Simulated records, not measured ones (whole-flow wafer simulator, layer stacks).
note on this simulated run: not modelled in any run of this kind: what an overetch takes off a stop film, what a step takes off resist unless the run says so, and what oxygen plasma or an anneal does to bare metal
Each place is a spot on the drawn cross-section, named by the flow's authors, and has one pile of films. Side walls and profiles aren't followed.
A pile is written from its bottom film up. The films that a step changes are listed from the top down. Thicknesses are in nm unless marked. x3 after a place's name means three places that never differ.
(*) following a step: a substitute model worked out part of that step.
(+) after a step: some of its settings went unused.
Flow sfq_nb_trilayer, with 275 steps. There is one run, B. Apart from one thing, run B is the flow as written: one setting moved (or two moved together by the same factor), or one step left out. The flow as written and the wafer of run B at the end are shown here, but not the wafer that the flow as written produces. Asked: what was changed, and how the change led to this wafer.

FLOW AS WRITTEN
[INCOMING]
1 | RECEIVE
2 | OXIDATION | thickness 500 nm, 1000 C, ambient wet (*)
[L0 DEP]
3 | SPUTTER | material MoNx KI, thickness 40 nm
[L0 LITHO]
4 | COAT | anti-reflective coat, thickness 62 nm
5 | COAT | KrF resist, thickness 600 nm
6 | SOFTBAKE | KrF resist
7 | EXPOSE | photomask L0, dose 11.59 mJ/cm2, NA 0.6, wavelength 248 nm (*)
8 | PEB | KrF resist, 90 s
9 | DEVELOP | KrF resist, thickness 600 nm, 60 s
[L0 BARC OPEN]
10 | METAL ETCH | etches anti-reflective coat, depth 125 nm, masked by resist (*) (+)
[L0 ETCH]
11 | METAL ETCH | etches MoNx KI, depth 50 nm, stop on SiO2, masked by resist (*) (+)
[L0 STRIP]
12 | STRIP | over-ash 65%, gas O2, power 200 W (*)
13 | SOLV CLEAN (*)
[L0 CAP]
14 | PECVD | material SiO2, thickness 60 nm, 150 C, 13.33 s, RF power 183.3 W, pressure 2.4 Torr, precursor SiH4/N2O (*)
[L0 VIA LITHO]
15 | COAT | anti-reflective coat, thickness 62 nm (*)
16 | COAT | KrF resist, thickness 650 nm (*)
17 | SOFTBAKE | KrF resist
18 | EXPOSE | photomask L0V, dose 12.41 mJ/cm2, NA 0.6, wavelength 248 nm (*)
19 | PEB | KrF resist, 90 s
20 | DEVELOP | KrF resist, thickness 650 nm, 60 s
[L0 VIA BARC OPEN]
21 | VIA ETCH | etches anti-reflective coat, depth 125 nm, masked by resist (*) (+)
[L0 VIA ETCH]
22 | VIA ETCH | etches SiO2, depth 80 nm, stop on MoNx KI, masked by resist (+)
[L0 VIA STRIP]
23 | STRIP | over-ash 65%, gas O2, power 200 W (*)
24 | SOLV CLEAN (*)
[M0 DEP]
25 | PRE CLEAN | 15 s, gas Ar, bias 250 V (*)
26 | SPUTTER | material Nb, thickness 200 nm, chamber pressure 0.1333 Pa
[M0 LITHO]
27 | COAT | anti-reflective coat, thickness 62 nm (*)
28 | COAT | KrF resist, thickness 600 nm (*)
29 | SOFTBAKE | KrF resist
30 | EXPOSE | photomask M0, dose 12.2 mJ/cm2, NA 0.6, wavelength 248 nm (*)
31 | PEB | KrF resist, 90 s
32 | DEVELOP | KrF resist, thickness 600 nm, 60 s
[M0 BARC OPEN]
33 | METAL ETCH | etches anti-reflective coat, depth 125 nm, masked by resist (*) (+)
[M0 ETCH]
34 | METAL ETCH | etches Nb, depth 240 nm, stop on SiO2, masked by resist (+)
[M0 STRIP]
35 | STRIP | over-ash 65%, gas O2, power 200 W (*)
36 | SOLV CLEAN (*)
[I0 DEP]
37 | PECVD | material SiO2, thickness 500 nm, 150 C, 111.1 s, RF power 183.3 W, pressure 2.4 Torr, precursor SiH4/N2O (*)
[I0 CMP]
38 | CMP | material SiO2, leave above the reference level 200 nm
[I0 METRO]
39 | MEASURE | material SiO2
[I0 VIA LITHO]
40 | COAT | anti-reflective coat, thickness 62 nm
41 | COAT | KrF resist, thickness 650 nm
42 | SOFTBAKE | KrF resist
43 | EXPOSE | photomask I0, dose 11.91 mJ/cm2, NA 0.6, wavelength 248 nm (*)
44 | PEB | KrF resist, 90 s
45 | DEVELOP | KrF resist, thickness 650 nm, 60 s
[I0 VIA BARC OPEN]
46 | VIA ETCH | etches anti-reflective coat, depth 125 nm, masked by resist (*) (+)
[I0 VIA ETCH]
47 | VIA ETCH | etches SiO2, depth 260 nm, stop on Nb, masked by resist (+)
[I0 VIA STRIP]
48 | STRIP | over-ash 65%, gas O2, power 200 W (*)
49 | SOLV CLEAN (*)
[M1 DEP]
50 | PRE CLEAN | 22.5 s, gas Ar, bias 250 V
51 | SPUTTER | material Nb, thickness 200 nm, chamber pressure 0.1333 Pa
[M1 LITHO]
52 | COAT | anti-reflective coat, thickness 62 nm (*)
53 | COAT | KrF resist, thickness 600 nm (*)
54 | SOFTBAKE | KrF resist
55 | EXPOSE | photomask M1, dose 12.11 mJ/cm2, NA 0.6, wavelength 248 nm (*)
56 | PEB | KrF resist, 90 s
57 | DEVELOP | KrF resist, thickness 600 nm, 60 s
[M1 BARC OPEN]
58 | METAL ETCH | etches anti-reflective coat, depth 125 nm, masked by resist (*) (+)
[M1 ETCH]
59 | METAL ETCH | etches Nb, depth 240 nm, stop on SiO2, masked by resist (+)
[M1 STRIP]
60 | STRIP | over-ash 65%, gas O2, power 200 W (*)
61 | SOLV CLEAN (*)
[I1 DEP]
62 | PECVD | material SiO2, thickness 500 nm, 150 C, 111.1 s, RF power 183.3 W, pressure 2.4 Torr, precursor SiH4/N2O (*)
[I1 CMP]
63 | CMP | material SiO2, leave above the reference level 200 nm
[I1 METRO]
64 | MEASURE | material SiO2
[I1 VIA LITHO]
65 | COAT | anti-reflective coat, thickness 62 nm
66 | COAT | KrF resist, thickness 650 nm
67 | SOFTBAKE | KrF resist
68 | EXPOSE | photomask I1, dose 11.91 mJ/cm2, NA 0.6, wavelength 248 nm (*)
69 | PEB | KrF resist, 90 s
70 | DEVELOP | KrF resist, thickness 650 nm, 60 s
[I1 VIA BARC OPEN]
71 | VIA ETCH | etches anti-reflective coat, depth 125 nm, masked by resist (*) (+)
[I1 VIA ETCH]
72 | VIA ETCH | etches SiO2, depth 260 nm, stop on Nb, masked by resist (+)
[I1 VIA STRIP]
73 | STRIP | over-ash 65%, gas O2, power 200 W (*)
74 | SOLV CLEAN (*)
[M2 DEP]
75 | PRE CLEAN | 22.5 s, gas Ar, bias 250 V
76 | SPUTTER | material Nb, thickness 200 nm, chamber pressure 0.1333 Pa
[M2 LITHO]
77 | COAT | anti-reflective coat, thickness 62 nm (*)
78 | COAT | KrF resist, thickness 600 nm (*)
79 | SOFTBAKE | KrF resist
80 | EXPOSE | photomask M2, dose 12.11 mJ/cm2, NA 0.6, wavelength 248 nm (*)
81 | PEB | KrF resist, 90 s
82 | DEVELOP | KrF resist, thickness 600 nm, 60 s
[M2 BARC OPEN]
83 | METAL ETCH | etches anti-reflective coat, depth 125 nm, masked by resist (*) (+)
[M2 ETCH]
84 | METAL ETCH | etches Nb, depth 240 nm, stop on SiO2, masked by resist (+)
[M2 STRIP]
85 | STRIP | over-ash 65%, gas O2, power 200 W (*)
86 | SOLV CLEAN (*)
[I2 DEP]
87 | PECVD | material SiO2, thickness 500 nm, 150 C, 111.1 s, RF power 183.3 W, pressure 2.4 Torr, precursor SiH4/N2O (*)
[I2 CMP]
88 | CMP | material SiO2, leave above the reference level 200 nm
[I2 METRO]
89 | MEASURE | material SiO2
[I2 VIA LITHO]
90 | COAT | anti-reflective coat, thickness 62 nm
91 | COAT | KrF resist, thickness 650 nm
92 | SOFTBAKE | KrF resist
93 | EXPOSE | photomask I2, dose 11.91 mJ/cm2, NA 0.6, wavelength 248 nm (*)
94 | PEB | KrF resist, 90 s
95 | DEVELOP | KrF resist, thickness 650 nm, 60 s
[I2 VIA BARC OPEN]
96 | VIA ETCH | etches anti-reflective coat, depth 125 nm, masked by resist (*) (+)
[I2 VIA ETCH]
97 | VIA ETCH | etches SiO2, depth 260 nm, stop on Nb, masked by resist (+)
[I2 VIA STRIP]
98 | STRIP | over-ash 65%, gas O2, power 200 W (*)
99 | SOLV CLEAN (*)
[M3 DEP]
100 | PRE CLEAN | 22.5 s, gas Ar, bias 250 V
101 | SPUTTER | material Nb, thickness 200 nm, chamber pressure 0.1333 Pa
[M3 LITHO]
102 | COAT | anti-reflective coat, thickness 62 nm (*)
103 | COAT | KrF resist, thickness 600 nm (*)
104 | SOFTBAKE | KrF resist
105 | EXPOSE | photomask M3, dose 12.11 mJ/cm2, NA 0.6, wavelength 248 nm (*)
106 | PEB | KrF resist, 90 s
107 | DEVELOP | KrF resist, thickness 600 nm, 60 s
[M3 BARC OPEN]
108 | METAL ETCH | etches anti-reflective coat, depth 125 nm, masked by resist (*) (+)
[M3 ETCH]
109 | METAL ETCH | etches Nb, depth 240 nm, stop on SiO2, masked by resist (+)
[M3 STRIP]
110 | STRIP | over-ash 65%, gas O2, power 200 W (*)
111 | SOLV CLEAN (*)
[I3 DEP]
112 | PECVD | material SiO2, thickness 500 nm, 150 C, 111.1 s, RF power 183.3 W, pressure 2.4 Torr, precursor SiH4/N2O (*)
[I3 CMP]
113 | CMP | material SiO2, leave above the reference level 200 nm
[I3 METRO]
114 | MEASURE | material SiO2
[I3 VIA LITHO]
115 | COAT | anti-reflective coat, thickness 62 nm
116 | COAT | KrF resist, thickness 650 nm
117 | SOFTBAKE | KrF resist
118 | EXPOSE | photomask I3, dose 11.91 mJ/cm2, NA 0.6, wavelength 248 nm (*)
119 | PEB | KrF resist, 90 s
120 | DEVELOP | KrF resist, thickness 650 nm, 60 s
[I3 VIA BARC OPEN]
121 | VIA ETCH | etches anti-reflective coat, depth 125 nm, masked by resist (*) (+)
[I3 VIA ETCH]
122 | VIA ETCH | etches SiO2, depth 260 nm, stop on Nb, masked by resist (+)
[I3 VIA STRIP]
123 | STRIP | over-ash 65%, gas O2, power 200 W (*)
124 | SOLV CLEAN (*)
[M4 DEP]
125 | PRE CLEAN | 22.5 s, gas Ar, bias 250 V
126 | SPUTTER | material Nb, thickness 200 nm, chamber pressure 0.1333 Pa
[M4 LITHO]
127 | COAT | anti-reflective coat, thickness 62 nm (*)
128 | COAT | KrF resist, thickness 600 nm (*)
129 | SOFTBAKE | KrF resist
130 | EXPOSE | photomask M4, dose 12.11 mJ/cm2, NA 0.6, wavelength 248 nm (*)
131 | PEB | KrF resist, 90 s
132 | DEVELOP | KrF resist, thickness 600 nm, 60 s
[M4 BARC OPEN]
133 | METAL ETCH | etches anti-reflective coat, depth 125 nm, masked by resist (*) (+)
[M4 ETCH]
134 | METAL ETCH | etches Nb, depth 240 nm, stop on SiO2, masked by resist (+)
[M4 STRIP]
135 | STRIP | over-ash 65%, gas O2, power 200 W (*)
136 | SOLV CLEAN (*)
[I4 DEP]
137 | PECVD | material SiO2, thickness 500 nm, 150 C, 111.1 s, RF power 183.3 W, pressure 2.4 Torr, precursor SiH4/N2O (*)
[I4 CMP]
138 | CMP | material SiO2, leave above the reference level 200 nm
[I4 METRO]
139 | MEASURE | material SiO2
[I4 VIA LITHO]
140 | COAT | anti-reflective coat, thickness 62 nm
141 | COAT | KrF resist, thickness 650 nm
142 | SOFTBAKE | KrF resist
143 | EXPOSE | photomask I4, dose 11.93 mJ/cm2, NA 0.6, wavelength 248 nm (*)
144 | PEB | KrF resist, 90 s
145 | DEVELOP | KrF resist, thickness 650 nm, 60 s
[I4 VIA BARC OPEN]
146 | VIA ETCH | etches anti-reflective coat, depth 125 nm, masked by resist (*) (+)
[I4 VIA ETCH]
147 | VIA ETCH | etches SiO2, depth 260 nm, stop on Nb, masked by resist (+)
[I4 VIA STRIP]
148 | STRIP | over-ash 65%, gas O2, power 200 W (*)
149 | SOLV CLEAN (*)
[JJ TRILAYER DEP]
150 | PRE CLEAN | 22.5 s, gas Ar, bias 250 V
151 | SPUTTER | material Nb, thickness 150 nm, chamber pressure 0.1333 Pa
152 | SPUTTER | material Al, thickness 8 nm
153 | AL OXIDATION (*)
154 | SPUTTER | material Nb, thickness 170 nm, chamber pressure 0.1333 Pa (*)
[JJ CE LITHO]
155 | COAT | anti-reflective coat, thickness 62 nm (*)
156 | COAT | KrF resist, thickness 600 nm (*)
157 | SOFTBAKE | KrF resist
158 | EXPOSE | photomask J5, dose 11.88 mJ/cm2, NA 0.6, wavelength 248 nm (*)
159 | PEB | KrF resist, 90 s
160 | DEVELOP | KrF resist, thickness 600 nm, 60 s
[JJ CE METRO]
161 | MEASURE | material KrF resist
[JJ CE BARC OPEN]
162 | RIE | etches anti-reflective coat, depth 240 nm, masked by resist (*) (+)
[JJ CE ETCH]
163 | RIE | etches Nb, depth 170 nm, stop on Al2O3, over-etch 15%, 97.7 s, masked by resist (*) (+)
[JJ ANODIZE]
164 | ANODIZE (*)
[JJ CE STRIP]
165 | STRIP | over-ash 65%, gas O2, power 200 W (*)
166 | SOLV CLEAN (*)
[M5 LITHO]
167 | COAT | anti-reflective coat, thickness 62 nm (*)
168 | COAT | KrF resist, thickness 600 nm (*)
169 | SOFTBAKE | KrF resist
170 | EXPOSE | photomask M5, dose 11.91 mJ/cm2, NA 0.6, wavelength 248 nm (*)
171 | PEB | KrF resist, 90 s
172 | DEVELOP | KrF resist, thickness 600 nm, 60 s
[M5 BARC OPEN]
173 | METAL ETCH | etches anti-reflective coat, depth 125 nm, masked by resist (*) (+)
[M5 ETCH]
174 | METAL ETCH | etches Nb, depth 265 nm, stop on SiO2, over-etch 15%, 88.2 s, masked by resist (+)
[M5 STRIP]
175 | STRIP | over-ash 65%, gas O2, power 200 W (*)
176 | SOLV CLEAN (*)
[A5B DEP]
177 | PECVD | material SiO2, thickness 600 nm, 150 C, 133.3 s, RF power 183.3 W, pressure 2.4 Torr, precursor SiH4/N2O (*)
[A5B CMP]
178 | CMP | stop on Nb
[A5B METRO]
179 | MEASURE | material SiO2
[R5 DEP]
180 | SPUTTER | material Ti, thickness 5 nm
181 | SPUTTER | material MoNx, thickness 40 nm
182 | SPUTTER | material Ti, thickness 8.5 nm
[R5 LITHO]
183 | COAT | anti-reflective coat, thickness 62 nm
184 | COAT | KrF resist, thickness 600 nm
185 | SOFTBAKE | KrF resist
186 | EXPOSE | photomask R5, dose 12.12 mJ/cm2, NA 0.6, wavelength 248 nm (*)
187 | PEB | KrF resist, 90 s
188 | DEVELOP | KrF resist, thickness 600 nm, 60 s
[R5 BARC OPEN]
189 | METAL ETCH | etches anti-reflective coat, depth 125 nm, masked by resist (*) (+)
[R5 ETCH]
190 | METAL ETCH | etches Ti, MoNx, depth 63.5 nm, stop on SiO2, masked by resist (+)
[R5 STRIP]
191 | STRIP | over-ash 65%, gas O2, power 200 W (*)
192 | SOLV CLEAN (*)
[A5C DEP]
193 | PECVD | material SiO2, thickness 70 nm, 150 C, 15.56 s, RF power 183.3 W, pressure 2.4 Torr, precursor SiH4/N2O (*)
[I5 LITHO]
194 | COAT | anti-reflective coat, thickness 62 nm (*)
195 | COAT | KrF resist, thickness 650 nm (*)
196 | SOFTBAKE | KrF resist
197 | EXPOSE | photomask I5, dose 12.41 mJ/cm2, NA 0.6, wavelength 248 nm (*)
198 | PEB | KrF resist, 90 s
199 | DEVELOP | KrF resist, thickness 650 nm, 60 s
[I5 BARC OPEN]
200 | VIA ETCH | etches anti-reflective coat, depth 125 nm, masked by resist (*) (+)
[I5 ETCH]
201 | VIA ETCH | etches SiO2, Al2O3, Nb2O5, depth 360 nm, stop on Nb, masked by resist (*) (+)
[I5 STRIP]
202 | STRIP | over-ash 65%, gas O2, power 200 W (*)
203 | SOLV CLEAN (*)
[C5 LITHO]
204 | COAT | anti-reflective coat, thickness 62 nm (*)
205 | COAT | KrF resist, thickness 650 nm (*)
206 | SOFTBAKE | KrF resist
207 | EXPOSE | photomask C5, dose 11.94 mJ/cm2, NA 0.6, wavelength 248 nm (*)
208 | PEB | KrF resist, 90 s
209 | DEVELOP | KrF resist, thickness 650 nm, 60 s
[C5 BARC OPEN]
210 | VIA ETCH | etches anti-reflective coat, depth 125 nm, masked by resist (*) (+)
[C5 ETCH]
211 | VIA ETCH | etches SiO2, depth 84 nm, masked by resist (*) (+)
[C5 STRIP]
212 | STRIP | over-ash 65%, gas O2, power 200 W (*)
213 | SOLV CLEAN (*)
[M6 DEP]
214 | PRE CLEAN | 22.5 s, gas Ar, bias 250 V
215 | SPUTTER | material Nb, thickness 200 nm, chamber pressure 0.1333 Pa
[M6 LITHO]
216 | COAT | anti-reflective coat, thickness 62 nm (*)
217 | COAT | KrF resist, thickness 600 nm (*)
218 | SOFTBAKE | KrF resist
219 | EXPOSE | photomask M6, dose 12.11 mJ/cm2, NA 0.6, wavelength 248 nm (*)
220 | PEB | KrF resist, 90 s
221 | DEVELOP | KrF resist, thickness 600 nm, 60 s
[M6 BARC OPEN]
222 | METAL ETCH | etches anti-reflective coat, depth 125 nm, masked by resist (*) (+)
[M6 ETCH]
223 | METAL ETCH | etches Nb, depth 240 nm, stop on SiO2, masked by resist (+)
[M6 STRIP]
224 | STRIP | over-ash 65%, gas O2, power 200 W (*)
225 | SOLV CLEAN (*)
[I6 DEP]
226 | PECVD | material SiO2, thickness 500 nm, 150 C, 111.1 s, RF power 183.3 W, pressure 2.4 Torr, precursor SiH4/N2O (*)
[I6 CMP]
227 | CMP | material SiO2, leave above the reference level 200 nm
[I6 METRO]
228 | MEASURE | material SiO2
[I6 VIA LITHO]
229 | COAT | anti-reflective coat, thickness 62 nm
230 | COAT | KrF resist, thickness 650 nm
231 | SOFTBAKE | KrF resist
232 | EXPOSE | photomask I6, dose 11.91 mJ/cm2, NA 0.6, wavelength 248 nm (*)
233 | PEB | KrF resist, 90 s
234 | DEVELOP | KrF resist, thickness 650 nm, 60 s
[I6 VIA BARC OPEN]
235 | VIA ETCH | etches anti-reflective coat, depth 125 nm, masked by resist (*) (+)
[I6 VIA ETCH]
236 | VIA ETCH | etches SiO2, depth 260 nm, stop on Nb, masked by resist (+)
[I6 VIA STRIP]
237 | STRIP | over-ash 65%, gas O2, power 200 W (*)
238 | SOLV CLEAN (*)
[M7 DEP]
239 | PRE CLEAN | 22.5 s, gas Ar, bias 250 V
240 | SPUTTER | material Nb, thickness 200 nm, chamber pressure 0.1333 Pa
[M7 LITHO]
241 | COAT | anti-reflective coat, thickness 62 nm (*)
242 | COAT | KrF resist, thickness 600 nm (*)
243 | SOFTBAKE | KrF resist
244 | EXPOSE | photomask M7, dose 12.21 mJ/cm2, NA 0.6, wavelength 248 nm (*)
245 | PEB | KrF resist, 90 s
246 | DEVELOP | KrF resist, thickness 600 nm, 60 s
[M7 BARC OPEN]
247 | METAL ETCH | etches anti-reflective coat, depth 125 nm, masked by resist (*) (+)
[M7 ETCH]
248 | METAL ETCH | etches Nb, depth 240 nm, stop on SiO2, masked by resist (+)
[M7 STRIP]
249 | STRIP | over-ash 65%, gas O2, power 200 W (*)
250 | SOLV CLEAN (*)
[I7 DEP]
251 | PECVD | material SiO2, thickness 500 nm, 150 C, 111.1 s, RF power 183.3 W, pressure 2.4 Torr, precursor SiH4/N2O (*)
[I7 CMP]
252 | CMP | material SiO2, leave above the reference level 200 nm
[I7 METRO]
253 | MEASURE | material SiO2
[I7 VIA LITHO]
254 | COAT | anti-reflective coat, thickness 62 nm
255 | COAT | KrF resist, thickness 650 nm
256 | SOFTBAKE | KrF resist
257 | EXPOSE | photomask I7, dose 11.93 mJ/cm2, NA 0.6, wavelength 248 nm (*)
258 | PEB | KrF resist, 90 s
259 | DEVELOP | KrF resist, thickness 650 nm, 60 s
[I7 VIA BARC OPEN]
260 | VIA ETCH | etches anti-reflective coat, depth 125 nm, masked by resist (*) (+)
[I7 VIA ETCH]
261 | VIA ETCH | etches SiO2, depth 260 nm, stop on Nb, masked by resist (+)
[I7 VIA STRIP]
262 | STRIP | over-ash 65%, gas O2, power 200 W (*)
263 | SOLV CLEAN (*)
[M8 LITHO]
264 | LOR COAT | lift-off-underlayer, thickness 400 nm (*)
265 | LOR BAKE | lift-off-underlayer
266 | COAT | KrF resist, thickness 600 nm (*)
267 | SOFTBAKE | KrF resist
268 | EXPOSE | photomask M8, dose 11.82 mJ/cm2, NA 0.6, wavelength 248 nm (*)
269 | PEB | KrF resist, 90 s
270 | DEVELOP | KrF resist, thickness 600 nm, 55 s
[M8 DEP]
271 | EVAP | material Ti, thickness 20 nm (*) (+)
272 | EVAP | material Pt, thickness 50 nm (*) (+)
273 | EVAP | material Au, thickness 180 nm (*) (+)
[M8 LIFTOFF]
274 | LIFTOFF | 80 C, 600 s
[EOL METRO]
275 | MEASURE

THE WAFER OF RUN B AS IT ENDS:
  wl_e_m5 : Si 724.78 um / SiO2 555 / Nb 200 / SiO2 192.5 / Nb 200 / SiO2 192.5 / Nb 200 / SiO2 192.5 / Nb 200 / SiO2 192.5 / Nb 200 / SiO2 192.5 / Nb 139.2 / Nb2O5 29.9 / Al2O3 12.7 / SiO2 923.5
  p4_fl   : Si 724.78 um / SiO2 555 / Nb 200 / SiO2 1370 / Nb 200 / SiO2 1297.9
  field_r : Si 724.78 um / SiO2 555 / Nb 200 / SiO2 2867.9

Cause: step 215, SPUTTER: thickness 122 nm was run, while the flow as written has thickness 200 nm.

The path from the change to this, step by step:
  215 | SPUTTER | material Nb, thickness 200 nm, chamber pressure 0.1333 Pa
      field_l, v_sur, via_wl and 100 more: +122 Nb (new film) (as written it would have been: +200 Nb (new film))
      be: +90.3 Nb (as written it would have been: +147.3 Nb)
      (also at 2 further places)
  216 | COAT | anti-reflective coat, thickness 62 nm (*)
      be: +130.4 anti-reflective coat (new film) (as written it would have been: +136.7 anti-reflective coat (new film))
      be_sur: +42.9 anti-reflective coat (new film) (as written it would have been: +43.8 anti-reflective coat (new film))
      (also at 1 further place)
  223 | METAL ETCH | etches Nb, depth 240 nm, stop on SiO2, masked by resist (+)
      field_l, gap, moat and 76 more: -122 Nb (all of it) (as written it would have been: -200 Nb (all of it))
      v_sur, via_wl, via_w and 24 more: -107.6 KrF resist (as written it would have been: -141.2 KrF resist)
  224 | STRIP | over-ash 65%, gas O2, power 200 W (*)
      wl_j_sl, wl_j_sr: -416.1 KrF resist (all of it), -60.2 anti-reflective coat (all of it) (as written it would have been: -382.5 KrF resist (all of it), -60.2 anti-reflective coat (all of it))
      wl_c_m6, wl_f_m6: -415.8 KrF resist (all of it), -62 anti-reflective coat (all of it) (as written it would have been: -382.3 KrF resist (all of it), -62 anti-reflective coat (all of it))
      (also at 23 further places)
  226 | PECVD | material SiO2, thickness 500 nm, 150 C, 111.1 s, RF power 183.3 W, pressure 2.4 Torr, precursor SiH4/N2O (*)
      gap, wl_a_sl, m6r_space_l x2: +500 SiO2 (as written it would have been: +557.1 SiO2)
      be: +664 SiO2 (new film) (as written it would have been: +693.5 SiO2 (new film))
  227 | CMP | material SiO2, leave above the reference level 200 nm
      field_l, p4_fl, p4_fm and 59 more: -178 SiO2 (as written it would have been: -100 SiO2)
      moat, field_r, lsp_l, ln_m5, lsp_m: -178 SiO2 (as written it would have been: -93.6 SiO2)
      (also at 13 further places)
